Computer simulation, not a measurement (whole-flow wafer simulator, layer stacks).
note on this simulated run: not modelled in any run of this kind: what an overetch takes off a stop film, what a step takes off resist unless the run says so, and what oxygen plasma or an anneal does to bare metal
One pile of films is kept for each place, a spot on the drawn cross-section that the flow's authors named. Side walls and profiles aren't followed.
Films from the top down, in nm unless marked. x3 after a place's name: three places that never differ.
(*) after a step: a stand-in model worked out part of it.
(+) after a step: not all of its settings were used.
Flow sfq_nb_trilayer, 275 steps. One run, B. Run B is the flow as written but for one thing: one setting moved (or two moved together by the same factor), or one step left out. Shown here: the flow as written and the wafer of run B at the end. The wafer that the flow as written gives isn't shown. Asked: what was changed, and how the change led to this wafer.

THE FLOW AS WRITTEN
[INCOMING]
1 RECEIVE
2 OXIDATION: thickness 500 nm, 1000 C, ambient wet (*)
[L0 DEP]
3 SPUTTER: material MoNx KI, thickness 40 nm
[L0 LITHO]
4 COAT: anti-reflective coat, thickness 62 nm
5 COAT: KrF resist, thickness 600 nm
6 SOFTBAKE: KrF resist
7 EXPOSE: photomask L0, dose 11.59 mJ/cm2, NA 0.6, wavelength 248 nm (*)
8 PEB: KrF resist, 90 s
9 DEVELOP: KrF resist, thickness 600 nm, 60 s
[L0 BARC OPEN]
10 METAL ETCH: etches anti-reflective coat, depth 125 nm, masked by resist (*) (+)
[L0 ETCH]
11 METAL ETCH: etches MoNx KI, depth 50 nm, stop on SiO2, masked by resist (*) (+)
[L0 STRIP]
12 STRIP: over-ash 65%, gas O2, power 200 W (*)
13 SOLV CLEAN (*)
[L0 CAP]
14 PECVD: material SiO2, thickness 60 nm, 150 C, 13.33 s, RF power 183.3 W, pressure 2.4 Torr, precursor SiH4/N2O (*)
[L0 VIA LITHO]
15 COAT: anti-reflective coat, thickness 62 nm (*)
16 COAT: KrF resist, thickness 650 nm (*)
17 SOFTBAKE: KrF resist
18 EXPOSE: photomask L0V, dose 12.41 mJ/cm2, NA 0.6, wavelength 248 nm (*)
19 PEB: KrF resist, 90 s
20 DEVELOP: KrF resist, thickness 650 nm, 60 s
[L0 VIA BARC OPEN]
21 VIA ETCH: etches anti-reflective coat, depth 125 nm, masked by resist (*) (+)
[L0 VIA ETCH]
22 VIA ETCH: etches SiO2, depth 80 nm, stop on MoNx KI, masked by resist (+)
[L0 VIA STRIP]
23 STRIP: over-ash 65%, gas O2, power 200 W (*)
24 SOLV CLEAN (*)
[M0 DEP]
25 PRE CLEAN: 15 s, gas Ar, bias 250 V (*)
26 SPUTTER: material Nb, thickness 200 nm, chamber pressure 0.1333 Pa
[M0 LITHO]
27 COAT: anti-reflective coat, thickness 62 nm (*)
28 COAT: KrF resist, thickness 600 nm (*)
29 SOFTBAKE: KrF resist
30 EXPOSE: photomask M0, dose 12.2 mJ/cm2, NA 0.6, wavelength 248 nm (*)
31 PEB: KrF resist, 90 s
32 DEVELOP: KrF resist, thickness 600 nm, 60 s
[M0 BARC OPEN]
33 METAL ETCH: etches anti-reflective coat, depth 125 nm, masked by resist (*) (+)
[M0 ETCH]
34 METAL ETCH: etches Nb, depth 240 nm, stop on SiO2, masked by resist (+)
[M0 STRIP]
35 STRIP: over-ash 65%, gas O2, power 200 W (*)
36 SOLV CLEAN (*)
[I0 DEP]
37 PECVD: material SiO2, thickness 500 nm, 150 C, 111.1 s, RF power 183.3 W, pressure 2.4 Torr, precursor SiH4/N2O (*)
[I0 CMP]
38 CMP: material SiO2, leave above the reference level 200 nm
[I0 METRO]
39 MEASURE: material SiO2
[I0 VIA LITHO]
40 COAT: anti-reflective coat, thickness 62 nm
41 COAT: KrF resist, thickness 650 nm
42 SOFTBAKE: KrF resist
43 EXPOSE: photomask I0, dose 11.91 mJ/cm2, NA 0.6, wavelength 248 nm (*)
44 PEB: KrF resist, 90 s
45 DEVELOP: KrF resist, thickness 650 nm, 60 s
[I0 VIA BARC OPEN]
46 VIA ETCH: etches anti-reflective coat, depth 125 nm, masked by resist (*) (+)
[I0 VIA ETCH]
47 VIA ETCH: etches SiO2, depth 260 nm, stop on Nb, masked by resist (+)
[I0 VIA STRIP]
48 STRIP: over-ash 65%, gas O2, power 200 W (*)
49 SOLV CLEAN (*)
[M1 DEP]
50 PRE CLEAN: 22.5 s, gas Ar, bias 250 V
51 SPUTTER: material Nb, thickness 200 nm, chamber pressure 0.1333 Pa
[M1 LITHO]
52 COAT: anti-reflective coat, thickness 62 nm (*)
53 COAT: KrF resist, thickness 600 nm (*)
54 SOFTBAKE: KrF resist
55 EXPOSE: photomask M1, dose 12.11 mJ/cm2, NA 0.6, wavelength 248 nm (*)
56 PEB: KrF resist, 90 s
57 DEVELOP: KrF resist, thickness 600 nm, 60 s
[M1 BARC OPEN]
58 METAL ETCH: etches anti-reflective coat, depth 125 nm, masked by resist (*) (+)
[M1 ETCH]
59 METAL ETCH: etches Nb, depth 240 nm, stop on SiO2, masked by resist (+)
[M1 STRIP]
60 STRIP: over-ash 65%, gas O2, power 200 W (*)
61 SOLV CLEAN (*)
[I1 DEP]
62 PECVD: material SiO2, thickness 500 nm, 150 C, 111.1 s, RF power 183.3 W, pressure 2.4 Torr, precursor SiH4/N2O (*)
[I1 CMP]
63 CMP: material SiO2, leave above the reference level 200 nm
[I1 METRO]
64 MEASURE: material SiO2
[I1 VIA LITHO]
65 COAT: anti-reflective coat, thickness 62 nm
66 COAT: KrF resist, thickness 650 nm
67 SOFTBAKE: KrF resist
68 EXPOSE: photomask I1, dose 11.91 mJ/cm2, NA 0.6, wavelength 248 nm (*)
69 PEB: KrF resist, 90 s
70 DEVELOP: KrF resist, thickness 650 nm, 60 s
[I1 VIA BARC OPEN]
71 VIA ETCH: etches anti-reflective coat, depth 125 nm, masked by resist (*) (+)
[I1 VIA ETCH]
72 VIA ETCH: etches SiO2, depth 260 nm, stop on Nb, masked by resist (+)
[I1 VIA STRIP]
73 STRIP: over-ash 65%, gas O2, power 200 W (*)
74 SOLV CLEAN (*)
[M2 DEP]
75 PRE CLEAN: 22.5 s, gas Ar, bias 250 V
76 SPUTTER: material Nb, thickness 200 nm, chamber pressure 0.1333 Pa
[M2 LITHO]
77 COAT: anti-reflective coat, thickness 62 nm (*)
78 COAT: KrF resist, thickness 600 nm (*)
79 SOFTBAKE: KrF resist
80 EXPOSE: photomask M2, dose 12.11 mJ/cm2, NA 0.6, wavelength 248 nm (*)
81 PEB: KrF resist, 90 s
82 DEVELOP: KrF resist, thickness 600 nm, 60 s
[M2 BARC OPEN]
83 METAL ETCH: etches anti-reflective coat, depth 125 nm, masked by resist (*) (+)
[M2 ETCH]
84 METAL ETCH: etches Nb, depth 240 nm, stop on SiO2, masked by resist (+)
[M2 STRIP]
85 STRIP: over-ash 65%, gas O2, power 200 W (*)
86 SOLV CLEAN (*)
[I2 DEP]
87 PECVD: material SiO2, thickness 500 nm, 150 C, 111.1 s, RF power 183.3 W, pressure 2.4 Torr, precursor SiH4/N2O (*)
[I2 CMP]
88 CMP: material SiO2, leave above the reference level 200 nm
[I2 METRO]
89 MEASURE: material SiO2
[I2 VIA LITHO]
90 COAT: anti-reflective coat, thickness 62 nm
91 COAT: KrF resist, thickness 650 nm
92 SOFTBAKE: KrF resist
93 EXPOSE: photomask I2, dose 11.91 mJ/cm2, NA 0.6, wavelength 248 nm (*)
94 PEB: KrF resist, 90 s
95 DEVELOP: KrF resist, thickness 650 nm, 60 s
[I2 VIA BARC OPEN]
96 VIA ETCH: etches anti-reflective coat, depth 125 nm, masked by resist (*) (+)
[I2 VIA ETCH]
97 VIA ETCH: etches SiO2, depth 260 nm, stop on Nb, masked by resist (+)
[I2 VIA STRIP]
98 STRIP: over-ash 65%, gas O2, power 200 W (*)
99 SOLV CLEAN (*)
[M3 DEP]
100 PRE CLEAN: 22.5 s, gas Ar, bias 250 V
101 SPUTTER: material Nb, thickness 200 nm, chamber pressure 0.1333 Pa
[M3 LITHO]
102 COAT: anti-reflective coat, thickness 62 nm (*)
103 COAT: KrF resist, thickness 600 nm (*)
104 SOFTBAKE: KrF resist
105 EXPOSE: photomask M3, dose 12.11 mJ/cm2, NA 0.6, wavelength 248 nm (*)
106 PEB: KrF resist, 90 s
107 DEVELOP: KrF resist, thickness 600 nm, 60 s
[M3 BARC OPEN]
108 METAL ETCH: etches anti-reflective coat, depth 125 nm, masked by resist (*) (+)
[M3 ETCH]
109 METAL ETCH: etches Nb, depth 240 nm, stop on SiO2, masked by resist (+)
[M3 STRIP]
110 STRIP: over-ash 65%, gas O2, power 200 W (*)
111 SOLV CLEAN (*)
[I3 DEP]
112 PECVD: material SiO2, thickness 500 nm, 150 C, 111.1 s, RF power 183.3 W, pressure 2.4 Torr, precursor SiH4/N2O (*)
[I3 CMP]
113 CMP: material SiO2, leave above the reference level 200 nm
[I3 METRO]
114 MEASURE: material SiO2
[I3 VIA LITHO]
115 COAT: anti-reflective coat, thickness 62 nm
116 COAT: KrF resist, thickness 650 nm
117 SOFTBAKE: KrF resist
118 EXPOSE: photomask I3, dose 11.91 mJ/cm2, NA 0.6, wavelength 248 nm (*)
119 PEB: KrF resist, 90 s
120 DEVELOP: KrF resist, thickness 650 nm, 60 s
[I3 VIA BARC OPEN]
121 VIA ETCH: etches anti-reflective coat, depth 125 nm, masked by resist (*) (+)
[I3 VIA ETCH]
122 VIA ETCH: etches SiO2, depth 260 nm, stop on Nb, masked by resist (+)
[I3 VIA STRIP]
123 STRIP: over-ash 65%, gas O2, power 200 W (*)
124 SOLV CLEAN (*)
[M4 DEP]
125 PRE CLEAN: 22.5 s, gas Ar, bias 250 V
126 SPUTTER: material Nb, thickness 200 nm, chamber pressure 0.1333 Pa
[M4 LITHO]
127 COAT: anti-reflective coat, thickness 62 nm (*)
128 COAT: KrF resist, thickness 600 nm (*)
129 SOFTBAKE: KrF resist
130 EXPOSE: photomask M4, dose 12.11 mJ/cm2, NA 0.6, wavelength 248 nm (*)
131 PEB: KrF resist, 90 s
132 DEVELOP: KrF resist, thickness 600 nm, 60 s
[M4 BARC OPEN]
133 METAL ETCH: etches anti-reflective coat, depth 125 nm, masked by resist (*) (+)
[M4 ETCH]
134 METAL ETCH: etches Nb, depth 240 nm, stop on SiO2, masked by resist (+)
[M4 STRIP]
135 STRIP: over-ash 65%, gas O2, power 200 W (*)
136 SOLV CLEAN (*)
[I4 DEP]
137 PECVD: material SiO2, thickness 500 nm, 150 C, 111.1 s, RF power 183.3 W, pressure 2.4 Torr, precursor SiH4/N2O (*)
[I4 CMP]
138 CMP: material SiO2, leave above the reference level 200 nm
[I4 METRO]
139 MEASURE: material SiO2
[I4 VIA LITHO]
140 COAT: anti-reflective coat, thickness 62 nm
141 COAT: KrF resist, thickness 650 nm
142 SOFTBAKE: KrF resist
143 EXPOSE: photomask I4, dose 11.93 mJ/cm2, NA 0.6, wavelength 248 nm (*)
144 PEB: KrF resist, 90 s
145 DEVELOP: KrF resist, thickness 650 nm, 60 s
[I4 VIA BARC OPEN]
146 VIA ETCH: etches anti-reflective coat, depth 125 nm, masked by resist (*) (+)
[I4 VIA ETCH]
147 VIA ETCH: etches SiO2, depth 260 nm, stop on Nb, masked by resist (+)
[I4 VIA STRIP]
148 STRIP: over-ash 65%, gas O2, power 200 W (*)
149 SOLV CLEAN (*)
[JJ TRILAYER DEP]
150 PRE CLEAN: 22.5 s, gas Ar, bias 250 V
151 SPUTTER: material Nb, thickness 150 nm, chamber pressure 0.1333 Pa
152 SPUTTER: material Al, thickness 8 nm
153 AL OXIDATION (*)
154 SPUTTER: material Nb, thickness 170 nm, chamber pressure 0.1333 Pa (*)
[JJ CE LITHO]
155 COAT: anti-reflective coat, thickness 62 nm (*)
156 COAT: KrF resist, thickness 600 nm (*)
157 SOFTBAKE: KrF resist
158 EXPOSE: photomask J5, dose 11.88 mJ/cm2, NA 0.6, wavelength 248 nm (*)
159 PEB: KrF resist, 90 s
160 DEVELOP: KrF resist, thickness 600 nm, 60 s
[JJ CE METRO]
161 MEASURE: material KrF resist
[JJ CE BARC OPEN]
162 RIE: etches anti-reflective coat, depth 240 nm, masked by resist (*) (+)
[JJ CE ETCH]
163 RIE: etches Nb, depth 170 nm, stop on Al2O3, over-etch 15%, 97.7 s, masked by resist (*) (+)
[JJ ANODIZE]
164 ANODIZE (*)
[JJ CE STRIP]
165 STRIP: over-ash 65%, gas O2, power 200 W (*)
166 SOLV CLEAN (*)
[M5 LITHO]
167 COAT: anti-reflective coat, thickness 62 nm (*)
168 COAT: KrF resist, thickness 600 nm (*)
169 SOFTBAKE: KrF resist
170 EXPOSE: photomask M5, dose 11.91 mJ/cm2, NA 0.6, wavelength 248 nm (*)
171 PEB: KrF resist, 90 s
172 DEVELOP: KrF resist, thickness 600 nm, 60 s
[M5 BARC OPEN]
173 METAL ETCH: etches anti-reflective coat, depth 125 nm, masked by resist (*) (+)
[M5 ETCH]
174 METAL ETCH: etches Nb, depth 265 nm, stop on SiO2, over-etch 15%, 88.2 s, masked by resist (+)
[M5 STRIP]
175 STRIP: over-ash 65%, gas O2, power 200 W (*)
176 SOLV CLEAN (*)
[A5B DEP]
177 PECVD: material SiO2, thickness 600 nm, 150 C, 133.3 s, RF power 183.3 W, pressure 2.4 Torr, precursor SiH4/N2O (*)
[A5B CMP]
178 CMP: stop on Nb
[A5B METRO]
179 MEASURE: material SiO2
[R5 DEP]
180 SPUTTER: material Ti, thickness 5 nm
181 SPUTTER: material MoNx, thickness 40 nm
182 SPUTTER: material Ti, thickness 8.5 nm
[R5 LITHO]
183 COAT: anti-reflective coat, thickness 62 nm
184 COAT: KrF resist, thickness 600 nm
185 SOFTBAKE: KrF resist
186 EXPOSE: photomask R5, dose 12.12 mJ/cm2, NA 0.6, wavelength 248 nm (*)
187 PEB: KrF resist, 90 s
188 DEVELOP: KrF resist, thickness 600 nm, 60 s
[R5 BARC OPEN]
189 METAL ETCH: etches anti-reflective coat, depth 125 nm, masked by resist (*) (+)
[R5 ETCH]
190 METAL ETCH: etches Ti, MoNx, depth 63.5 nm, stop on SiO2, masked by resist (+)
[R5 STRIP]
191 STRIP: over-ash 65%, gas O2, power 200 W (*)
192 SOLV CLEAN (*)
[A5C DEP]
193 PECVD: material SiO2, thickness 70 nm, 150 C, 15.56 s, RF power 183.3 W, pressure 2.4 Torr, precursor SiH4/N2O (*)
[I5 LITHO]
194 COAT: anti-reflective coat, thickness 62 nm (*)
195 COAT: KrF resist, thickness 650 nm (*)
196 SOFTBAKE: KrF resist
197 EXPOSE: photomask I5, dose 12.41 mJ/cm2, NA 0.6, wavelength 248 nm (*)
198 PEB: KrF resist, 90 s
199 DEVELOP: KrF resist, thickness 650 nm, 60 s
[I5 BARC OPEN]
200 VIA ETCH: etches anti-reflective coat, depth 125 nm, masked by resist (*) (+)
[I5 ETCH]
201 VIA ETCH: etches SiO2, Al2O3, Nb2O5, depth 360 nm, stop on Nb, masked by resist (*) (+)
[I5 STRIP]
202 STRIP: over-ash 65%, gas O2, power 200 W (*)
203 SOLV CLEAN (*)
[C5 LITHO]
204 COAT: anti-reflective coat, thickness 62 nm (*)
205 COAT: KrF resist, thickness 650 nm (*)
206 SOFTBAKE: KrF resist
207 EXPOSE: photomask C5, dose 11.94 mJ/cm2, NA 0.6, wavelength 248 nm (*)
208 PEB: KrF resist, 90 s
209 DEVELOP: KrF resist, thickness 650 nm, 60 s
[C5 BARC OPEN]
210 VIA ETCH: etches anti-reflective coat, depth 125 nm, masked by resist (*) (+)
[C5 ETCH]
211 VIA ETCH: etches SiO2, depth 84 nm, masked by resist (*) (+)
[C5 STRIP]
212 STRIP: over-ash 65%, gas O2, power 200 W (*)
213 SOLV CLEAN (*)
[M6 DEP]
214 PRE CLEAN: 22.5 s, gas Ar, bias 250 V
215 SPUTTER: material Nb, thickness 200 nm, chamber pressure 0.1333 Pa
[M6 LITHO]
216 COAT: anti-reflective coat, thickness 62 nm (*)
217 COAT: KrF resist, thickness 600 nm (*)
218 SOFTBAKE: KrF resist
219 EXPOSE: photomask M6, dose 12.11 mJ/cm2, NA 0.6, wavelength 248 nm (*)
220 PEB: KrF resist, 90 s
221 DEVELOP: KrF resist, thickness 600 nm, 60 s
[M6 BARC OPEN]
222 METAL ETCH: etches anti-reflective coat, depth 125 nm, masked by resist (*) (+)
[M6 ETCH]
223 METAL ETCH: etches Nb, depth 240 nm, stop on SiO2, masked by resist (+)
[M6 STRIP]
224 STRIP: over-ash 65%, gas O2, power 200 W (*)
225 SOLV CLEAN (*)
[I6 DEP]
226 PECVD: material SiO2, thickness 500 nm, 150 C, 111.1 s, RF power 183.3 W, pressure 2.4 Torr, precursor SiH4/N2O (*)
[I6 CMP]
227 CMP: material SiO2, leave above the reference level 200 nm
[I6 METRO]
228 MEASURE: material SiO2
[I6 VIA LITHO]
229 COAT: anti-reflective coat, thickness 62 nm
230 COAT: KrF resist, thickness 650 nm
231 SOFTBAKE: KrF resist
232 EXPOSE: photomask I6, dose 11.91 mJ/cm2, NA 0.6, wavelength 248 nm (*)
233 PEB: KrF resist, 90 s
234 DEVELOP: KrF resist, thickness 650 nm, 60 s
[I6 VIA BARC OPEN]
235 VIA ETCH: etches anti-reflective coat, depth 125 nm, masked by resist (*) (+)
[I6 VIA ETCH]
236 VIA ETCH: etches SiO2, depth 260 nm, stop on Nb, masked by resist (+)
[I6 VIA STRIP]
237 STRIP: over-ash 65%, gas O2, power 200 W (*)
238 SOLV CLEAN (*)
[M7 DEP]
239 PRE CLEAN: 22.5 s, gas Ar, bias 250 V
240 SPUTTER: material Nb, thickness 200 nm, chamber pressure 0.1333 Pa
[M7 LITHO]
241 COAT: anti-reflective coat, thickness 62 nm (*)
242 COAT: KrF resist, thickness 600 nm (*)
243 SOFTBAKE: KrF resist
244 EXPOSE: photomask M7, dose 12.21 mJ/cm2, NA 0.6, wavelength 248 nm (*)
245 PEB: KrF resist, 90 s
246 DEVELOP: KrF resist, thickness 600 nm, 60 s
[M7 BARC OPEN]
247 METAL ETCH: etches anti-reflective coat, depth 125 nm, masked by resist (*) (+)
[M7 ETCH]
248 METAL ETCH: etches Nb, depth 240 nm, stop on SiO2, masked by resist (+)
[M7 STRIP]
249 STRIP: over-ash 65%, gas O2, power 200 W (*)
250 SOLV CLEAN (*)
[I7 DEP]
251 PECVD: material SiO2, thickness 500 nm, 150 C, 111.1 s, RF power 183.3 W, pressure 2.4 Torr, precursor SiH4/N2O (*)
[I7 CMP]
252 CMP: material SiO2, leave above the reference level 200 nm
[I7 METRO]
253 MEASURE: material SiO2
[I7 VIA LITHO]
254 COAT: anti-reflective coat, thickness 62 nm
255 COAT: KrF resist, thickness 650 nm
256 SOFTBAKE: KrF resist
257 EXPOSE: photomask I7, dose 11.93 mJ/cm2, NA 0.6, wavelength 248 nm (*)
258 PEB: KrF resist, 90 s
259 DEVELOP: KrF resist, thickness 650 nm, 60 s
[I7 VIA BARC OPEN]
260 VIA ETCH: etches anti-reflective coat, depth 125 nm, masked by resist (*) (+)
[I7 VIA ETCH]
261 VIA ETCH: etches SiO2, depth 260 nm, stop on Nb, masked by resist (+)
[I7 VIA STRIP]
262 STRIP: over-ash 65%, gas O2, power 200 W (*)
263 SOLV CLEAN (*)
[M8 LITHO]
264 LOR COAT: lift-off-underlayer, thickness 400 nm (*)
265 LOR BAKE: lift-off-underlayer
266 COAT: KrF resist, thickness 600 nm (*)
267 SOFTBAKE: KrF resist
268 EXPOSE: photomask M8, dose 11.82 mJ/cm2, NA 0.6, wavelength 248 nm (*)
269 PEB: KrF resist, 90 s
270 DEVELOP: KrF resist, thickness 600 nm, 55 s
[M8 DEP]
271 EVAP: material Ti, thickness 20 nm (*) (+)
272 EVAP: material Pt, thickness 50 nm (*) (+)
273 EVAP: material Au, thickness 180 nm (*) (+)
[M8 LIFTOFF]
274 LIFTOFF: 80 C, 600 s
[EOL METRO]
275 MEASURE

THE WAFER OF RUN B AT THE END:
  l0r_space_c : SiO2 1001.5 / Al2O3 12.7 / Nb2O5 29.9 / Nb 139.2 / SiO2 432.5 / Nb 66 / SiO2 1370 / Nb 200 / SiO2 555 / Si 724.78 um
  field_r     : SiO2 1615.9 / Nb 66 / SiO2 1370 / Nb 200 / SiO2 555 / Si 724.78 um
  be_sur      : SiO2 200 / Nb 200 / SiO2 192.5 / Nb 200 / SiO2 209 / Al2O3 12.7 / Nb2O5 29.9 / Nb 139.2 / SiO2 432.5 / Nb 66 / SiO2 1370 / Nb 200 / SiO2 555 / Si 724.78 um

The cause: step 126, SPUTTER: thickness 306 nm was run, where the flow has thickness 200 nm.

How the change led to this, step by step:
  126 SPUTTER: material Nb, thickness 200 nm, chamber pressure 0.1333 Pa
      field_l, v_sur, via_wl and 102 more: Nb +306 (new film) (as written it would be: Nb +200 (new film))
      via_v: Nb +254.9 (as written it would be: Nb +165.5)
  127 COAT: anti-reflective coat, thickness 62 nm (*)
      via_v: anti-reflective coat +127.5 (new film) (as written it would be: anti-reflective coat +124.8 (new film))
  134 METAL ETCH: etches Nb, depth 240 nm, stop on SiO2, masked by resist (+)
      field_l, be, be_sur and 64 more: Nb -240 (as written it would be: Nb -200 (all of it))
  135 STRIP: over-ash 65%, gas O2, power 200 W (*)
      via_v: KrF resist -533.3 (all of it), anti-reflective coat -127.5 (all of it) (as written it would be: KrF resist -521.8 (all of it), anti-reflective coat -124.8 (all of it))
  137 PECVD: material SiO2, thickness 500 nm, 150 C, 111.1 s, RF power 183.3 W, pressure 2.4 Torr, precursor SiH4/N2O (*)
      field_l, be, be_sur and 55 more: SiO2 +500 (new film) (as written it would be: SiO2 +500)
      p3_s0, p3_s1, p3_s2, p3_s3, p3_s4, p3_s5: SiO2 +597.1 (new film) (as written it would be: SiO2 +557.1)
      (and at 3 more places)
  138 CMP: material SiO2, leave above the reference level 200 nm
      field_l, be, be_sur and 55 more: SiO2 -60 (as written it would be: SiO2 -100)
      lsp_r, l0_sur, l0v: SiO2 -50.3 (as written it would be: SiO2 -91.9)
      (and at 1 more place)
Counting metal films that touch as one body, l0r_space_c has 3 bodies (between them, from the top down: SiO2 432.5; SiO2 1370); the flow as written gives 2 bodies (between them, from the top down: SiO2 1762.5).
Counting metal films that touch as one body, field_r has 2 bodies (between them, from the top down: SiO2 1370); the flow as written gives 1 body.
Counting metal films that touch as one body, be_sur has 5 bodies (between them, from the top down: SiO2 192.5; SiO2 209 / Al2O3 12.7 / Nb2O5 29.9; SiO2 432.5; SiO2 1370); the flow as written gives 4 bodies (between them, from the top down: SiO2 192.5; SiO2 209 / Al2O3 12.7 / Nb2O5 29.9; SiO2 1762.5).
